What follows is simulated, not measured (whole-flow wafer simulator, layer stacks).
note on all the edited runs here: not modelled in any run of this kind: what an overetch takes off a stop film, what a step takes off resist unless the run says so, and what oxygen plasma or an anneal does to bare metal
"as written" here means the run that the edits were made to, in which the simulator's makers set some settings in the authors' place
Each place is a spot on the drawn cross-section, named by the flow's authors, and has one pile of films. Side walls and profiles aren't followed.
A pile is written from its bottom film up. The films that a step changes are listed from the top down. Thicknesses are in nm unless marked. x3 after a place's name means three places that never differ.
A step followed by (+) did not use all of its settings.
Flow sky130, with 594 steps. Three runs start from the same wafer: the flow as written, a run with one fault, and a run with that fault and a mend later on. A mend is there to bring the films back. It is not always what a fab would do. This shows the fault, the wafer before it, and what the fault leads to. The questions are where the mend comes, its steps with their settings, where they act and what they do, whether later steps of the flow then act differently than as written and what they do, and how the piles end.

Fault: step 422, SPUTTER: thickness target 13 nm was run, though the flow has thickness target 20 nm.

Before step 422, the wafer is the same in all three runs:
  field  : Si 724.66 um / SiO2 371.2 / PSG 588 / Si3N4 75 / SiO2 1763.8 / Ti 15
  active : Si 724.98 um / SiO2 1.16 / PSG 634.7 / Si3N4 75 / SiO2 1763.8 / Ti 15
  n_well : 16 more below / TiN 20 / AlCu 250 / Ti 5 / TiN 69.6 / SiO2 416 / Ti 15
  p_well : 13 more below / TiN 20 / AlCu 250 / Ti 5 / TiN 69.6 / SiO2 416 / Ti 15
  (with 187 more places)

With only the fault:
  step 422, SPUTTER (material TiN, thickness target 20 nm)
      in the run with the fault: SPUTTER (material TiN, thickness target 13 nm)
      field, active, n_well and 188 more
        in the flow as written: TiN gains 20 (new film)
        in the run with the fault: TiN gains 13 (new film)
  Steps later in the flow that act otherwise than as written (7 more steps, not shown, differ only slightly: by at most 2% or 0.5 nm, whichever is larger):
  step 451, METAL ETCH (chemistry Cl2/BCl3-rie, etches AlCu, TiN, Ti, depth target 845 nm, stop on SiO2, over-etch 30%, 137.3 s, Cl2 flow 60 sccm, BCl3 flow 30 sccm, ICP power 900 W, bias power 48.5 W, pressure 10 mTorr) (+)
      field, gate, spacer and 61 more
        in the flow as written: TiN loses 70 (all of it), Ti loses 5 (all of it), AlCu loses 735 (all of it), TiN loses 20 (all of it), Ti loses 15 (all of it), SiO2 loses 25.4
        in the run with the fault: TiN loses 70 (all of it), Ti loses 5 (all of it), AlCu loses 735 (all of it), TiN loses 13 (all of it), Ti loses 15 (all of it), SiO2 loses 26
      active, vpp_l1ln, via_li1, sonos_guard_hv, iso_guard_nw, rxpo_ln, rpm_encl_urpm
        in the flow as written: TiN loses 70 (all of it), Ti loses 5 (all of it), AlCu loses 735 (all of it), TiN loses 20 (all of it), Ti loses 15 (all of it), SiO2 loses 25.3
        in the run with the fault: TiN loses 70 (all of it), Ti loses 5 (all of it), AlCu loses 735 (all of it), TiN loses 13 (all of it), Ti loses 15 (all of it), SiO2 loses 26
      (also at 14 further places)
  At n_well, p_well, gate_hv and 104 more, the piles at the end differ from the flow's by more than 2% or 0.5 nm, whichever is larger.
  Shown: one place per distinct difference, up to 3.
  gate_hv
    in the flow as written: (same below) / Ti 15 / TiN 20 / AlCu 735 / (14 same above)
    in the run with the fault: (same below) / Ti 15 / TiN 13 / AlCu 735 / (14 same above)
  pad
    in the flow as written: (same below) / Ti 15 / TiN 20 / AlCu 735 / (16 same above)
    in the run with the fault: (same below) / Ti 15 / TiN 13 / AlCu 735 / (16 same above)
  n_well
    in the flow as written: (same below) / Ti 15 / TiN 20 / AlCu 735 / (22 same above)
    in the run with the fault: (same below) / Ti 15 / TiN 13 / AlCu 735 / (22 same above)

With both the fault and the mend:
  The mend follows step 422.
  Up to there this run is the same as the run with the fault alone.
  step 422a, SPUTTER (material TiN, thickness target 7 nm) (the flow's step 422, run once more with other settings)
      field, active, n_well and 188 more
        TiN gains 7
  Every later step of the flow that is run acts as written at every place that is followed.
  At every place that both follow, the piles at the end match the flow's.
